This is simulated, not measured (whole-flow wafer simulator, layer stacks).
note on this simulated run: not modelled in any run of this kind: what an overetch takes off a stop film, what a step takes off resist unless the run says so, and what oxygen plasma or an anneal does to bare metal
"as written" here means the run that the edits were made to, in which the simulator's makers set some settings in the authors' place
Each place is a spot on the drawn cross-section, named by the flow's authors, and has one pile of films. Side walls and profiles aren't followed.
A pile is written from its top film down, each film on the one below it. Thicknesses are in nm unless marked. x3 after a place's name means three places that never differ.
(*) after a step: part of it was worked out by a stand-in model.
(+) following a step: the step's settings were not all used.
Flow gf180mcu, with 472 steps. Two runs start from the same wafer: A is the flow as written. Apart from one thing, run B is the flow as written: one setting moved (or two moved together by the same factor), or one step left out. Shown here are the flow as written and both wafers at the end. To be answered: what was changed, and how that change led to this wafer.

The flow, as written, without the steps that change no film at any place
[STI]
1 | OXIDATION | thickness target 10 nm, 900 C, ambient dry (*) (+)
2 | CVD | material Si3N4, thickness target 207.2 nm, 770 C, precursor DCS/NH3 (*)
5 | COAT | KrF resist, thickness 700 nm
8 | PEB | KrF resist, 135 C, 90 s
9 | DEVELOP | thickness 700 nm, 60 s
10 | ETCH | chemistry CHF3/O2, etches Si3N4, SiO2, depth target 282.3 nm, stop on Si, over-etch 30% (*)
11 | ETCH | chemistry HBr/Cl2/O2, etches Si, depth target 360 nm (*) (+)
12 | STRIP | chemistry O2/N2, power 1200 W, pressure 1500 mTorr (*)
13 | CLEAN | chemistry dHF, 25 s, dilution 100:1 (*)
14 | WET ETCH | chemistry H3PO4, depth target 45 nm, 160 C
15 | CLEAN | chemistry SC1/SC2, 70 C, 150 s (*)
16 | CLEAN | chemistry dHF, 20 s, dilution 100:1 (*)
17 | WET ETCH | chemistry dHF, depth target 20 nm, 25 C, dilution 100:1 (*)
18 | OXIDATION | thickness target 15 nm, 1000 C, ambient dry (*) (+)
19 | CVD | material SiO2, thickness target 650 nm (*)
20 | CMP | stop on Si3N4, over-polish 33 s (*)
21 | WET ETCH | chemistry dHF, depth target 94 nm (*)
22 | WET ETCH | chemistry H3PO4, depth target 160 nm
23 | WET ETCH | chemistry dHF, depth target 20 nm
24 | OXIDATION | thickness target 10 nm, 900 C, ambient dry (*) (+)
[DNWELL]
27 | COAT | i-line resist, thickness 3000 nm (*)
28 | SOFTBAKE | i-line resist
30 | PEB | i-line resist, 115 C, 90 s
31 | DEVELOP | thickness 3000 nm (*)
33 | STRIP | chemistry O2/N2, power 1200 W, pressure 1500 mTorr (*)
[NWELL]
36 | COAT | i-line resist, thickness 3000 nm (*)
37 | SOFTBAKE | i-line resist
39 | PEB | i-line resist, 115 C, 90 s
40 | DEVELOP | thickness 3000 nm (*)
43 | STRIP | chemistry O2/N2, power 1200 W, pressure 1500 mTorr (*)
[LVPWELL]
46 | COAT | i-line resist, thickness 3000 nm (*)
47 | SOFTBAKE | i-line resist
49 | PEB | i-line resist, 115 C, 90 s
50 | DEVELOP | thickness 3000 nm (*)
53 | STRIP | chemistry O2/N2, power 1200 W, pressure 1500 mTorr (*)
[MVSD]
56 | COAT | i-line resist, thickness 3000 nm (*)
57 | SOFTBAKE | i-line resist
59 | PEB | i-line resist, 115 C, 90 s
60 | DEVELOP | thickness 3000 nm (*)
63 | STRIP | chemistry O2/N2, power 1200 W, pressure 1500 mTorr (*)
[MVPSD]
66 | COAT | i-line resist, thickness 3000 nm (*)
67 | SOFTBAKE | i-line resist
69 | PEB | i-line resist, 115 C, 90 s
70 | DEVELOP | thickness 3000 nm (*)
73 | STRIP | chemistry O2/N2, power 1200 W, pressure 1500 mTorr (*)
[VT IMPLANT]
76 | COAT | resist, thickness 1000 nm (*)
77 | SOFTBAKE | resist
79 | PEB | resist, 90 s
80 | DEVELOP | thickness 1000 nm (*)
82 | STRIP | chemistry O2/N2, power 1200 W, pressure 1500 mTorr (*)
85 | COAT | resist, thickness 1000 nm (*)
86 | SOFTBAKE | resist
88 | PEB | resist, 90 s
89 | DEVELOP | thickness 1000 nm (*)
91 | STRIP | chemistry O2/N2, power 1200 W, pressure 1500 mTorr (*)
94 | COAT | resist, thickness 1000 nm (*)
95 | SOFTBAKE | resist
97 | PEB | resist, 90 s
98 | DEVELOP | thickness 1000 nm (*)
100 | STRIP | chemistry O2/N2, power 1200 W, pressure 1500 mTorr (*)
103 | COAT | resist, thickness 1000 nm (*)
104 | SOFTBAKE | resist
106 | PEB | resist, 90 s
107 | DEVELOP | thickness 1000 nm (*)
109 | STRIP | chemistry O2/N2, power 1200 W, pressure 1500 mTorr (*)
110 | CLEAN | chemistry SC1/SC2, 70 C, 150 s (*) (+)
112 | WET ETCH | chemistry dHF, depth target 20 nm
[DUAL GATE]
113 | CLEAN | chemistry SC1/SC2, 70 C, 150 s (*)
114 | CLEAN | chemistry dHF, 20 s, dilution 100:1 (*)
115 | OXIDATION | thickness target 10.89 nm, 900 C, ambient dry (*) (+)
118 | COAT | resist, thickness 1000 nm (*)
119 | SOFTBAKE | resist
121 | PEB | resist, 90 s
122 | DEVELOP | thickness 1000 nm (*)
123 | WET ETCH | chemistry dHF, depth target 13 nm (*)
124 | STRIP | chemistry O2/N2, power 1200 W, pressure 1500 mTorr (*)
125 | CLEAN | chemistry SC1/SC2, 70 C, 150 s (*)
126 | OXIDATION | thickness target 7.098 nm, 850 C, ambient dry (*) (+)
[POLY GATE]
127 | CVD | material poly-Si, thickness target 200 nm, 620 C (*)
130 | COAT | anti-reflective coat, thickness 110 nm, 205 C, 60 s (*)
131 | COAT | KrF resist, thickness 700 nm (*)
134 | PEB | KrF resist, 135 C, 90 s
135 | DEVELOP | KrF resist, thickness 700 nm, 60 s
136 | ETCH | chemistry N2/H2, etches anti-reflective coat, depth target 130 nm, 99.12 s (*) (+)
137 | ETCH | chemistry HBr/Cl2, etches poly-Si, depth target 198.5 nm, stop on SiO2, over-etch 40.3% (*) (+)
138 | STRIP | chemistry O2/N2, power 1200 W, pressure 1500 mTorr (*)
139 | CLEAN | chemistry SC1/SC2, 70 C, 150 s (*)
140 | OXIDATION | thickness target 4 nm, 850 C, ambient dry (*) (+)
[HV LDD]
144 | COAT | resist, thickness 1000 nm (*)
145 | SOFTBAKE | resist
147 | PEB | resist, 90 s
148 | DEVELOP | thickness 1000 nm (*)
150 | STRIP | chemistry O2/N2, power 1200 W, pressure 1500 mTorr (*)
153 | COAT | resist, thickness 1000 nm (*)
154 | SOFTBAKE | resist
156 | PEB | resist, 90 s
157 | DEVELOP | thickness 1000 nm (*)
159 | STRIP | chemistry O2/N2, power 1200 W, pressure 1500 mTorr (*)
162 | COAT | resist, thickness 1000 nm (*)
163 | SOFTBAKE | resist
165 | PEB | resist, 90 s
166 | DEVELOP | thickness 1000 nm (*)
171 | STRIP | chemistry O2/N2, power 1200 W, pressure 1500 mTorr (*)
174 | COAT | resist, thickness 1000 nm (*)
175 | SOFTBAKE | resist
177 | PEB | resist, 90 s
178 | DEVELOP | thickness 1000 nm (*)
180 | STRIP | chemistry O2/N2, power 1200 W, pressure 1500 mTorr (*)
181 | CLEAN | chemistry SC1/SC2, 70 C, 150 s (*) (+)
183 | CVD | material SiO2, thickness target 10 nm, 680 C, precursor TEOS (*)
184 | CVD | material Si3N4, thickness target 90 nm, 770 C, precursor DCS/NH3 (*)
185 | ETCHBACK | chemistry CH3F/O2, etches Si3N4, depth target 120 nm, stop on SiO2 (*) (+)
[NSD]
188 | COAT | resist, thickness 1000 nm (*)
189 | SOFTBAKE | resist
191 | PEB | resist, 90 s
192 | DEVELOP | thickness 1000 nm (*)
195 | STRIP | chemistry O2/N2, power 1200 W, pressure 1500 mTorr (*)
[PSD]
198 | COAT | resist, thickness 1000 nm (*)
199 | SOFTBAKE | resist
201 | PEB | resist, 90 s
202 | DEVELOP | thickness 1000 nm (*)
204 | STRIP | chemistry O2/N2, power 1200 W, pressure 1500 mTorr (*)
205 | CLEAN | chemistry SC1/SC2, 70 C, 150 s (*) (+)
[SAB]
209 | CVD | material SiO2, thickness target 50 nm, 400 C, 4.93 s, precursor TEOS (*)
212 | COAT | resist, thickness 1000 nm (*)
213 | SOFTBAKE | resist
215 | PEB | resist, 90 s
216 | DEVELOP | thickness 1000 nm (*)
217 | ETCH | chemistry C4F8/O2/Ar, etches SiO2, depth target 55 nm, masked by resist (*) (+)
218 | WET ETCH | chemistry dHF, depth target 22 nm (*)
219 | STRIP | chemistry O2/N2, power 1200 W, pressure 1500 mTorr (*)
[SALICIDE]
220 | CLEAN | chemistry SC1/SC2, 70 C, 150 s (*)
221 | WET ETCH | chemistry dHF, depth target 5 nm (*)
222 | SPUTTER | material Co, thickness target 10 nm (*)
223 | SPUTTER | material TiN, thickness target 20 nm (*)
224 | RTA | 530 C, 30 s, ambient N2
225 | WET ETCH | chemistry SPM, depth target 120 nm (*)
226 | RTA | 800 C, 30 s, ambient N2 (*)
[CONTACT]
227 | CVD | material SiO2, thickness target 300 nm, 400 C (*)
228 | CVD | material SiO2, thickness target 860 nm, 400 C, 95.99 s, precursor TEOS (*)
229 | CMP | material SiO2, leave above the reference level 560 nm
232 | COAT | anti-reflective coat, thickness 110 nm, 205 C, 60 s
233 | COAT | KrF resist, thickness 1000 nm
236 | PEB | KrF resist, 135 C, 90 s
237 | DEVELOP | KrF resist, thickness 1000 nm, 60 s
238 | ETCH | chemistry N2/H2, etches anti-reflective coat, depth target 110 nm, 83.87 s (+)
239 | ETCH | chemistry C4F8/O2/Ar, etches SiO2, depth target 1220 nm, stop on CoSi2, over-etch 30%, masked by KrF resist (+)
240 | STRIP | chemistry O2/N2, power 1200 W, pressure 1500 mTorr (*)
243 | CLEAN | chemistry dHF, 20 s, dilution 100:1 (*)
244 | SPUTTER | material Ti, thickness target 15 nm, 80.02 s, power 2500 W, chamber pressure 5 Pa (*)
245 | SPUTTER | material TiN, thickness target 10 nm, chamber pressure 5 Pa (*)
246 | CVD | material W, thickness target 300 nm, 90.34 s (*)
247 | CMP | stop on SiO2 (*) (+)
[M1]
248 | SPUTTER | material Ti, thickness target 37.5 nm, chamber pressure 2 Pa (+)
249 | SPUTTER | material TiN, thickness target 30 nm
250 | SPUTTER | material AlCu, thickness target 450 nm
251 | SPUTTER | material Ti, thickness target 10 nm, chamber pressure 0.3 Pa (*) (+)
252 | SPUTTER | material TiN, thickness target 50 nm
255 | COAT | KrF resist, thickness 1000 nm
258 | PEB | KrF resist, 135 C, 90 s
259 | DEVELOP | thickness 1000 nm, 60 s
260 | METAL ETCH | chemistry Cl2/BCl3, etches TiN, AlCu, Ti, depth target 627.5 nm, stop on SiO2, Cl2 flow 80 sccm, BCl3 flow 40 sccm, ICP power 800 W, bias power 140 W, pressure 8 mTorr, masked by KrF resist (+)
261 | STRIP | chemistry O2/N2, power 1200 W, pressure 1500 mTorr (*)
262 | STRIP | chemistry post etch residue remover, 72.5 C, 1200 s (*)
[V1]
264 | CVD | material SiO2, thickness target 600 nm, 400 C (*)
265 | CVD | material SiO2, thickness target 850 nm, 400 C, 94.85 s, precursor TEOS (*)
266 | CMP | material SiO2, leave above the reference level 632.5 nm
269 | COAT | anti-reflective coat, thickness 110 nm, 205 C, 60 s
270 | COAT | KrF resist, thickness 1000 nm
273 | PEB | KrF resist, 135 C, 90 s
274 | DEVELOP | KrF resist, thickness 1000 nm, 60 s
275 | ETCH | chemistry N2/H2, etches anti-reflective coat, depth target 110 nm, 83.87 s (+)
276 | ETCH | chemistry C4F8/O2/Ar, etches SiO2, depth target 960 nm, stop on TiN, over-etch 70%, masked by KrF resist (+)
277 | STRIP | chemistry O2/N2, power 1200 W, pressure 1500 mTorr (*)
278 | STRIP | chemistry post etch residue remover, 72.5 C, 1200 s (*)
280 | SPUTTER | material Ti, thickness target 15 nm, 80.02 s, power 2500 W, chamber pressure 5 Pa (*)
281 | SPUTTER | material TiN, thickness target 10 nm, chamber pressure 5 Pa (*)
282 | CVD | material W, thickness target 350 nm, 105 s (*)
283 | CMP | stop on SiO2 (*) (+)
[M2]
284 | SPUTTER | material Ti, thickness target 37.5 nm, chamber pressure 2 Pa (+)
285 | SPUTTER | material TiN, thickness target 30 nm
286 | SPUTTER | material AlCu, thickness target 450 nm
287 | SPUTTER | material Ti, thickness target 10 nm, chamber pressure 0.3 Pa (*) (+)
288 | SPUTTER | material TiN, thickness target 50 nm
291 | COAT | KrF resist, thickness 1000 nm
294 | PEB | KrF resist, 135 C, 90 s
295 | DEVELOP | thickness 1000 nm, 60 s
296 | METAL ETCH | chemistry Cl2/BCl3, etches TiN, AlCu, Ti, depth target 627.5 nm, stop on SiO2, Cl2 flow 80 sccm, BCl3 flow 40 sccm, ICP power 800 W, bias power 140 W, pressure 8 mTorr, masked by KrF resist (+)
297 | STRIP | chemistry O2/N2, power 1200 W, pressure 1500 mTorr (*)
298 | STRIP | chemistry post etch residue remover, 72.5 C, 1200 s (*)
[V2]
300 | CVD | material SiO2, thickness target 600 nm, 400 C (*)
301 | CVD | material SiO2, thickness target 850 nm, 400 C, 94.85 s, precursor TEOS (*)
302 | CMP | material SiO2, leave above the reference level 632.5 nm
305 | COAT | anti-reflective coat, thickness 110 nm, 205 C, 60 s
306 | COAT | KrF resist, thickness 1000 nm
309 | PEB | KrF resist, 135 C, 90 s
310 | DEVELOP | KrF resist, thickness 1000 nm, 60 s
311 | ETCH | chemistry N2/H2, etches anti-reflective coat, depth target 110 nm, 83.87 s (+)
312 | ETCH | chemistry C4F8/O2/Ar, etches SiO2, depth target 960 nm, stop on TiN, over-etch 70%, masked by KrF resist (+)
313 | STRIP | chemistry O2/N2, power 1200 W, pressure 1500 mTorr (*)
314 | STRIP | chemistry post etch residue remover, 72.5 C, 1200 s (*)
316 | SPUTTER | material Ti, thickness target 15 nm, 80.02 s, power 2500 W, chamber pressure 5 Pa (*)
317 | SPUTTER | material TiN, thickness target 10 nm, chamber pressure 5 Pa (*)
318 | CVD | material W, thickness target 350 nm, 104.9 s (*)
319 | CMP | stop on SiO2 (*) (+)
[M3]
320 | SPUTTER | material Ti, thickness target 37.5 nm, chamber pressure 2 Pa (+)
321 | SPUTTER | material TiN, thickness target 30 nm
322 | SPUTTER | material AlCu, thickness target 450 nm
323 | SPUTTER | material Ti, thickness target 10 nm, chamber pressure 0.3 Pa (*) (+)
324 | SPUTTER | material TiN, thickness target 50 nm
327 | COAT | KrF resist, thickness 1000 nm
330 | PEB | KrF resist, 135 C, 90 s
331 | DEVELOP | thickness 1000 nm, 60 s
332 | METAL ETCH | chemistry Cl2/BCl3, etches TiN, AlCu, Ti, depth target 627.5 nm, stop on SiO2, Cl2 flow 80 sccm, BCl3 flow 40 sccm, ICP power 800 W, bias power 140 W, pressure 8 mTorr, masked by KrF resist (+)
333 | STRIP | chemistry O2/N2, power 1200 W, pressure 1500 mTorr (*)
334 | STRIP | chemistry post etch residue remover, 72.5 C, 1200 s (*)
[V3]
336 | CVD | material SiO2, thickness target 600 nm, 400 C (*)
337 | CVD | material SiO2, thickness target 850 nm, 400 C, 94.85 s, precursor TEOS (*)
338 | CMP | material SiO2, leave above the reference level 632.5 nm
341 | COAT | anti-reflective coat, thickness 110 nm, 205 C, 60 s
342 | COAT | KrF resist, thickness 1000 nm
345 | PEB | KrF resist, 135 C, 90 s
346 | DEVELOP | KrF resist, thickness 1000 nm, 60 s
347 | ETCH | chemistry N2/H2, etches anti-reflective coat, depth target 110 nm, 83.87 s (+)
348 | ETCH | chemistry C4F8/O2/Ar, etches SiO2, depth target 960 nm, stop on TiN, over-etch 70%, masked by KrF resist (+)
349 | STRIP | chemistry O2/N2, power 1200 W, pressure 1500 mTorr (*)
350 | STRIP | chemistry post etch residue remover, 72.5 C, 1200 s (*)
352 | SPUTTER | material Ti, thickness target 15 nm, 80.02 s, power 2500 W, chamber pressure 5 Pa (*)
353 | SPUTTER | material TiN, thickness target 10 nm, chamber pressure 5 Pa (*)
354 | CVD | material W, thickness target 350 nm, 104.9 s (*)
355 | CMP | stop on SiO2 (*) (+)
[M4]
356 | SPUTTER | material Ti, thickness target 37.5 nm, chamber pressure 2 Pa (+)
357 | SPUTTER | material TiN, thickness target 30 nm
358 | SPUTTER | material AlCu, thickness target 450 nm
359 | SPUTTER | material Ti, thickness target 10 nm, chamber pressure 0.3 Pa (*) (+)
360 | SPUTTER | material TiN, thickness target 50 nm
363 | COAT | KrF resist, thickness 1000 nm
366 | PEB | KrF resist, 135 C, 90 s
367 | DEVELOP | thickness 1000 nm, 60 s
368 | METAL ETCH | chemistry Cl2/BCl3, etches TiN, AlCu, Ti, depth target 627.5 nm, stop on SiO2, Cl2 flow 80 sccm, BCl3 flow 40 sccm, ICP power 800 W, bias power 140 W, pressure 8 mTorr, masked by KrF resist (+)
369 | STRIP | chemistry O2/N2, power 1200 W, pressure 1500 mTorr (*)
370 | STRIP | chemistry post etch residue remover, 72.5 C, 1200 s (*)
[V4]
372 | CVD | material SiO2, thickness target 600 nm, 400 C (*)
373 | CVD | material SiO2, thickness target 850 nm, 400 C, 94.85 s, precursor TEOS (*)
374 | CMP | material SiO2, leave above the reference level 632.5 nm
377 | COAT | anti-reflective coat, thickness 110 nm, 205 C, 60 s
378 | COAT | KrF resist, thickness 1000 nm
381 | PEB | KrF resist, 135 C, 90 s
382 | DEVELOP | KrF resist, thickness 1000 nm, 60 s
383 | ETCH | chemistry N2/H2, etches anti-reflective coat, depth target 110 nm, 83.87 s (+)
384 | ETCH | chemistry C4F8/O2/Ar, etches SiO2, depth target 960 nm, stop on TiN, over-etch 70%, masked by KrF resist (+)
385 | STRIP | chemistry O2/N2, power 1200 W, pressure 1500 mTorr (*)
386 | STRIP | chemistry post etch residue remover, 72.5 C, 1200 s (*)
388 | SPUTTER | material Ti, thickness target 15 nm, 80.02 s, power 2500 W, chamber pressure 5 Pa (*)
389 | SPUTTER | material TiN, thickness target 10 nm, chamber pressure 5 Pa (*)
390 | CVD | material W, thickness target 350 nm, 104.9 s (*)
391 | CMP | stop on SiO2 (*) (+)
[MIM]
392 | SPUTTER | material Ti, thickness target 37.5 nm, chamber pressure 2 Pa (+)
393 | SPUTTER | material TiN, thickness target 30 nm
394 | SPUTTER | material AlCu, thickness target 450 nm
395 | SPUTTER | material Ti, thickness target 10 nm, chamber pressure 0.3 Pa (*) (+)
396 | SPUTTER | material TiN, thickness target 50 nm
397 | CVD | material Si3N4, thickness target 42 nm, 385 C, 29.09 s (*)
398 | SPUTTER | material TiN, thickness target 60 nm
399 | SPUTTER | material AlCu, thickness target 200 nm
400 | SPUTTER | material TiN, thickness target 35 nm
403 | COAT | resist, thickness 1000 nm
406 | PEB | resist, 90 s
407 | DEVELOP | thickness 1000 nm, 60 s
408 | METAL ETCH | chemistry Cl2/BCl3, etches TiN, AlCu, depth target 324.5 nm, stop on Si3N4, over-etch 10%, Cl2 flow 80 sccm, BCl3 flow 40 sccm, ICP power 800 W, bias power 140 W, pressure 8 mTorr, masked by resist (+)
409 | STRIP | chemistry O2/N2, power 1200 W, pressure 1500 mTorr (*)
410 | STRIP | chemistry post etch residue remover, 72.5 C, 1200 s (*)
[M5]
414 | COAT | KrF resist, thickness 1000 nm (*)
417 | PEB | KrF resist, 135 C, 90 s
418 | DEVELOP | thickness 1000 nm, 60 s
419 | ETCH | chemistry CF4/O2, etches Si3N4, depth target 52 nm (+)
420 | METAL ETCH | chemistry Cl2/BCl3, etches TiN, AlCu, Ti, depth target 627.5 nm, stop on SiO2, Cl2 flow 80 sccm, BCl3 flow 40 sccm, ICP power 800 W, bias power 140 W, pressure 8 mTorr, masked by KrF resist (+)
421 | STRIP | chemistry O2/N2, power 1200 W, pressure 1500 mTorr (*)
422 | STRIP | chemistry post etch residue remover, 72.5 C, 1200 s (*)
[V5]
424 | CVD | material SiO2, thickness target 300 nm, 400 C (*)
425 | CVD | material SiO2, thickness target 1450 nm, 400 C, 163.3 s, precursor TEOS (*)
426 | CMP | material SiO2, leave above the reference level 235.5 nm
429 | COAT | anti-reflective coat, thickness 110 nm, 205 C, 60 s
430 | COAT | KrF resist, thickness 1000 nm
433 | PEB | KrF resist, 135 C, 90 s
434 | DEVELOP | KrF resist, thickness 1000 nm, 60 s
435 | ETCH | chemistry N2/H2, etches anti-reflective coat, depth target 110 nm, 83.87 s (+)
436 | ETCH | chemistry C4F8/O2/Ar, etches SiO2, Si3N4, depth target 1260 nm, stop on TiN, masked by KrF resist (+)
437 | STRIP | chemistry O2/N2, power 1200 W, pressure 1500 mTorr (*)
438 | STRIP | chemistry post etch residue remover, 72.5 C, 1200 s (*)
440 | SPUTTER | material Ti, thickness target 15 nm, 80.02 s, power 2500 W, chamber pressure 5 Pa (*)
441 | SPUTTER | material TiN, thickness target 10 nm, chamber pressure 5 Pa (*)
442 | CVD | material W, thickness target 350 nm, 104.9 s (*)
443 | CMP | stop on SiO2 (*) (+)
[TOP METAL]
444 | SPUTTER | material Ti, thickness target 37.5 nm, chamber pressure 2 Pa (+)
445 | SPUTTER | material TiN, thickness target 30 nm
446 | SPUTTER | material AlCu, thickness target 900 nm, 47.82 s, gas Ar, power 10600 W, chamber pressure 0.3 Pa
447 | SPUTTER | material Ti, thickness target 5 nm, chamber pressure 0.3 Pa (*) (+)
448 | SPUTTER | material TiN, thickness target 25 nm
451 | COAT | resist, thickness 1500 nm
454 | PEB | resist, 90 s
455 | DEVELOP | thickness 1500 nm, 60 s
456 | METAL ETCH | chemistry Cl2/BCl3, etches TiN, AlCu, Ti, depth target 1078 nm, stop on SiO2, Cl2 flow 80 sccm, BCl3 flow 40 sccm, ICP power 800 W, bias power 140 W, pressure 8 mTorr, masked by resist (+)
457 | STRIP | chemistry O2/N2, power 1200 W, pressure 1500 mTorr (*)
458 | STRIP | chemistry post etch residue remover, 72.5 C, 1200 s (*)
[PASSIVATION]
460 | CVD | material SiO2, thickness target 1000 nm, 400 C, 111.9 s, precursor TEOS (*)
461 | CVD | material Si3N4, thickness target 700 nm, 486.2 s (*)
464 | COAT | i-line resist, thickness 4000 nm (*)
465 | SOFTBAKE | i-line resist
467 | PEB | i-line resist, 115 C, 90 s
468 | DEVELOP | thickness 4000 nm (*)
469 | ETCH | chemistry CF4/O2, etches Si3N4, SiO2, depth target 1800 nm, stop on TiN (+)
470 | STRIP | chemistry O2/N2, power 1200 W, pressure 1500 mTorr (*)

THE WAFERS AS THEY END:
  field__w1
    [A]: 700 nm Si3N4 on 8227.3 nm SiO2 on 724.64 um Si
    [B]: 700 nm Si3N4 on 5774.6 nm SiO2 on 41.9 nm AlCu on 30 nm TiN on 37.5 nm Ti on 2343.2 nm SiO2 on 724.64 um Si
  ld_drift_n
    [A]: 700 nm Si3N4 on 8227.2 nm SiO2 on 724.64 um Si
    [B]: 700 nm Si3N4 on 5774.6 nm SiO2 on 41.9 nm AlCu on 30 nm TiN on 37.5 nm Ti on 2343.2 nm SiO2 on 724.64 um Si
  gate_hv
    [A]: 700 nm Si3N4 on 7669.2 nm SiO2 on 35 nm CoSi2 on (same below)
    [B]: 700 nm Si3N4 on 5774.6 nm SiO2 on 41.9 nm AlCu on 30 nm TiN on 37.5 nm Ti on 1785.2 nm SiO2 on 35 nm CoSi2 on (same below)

The reason: step 296, METAL ETCH: depth target 462.4 nm was run, while the flow as written has depth target 627.5 nm.

Step by step, how the change led to this:
  296 | METAL ETCH | chemistry Cl2/BCl3, etches TiN, AlCu, Ti, depth target 627.5 nm, stop on SiO2, Cl2 flow 80 sccm, BCl3 flow 40 sccm, ICP power 800 W, bias power 140 W, pressure 8 mTorr, masked by KrF resist (+)
      field, field__w1, field__w2 and 103 more: A -50 TiN (all of it), -10 Ti (all of it), -450 AlCu (all of it), -30 TiN (all of it), -37.5 Ti (all of it) | B -50 TiN (all of it), -10 Ti (all of it), -402.4 AlCu
      field__w8, contact, m1, m1__w1, m1_nw: A -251 KrF resist | B -185 KrF resist
  297 | STRIP | chemistry O2/N2, power 1200 W, pressure 1500 mTorr (*)
      field__w8, contact, m1, m1__w1, m1_nw: A -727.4 KrF resist (all of it) | B -793.4 KrF resist (all of it)
  298 | STRIP | chemistry post etch residue remover, 72.5 C, 1200 s (*)
      field, field__w1, field__w2 and 103 more: A nothing | B -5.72 AlCu
  300 | CVD | material SiO2, thickness target 600 nm, 400 C (*)
      field, field__w1, field__w2 and 103 more: A +600 SiO2 | B +600 SiO2 (new film)
  302 | CMP | material SiO2, leave above the reference level 632.5 nm
      field, field__w1, field__w2 and 103 more: A -300 SiO2 | B -409.4 SiO2
If metal films that touch count as one body, field__w1 has 1 body; the flow as written gives 0 bodies.
If metal films that touch count as one body, ld_drift_n has 1 body; the flow as written gives 0 bodies.
If metal films that touch count as one body, gate_hv has 2 bodies (between them, from the top down: SiO2 1785.2); the flow as written gives 1 body.
